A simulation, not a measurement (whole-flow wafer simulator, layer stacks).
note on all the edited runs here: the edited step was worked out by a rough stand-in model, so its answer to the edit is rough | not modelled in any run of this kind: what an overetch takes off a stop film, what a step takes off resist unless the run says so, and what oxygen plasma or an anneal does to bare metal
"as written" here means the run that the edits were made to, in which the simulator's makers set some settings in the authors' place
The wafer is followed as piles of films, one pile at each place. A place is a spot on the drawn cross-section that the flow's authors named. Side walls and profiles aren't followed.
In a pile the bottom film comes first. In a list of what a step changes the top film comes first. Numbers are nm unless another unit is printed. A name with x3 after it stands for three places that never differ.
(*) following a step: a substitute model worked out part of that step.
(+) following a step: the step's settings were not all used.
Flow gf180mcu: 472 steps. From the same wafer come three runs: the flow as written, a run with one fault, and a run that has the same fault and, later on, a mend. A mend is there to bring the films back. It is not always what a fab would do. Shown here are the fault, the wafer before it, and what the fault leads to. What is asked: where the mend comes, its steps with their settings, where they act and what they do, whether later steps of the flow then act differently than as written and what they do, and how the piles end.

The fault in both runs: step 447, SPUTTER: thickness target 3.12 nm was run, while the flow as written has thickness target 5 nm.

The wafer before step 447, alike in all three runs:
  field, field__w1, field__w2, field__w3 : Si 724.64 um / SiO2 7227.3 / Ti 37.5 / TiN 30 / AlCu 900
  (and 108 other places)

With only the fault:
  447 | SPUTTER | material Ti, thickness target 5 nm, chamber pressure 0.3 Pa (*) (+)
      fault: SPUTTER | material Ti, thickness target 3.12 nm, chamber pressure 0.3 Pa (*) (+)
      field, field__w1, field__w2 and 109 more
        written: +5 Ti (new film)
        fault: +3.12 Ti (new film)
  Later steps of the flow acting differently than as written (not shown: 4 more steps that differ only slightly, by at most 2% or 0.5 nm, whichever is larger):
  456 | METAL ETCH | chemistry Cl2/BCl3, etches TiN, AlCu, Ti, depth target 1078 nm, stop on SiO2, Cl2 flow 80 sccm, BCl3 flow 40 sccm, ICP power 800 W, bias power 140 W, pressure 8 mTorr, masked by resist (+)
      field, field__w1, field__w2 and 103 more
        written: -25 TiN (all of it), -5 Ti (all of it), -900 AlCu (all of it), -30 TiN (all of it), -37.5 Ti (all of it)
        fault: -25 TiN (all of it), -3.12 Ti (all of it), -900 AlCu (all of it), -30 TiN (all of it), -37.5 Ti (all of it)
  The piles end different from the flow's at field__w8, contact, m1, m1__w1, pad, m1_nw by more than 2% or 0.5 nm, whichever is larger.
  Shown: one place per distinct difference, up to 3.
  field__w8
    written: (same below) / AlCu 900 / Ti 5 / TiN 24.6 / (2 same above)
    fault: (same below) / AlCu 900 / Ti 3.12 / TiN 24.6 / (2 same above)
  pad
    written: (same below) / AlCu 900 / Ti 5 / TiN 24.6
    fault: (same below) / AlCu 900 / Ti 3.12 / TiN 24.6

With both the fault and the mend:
  The mend stands after step 447.
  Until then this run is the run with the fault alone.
  447a | SPUTTER | material Ti, thickness target 1.88 nm, chamber pressure 0.3 Pa (*) (+) (the flow's step 447 again, with other settings)
      field, field__w1, field__w2 and 109 more
        +1.88 Ti
  Later steps of the flow that are run all act as written at every place that is followed.
  At every place that both follow, the piles at the end match the flow's.
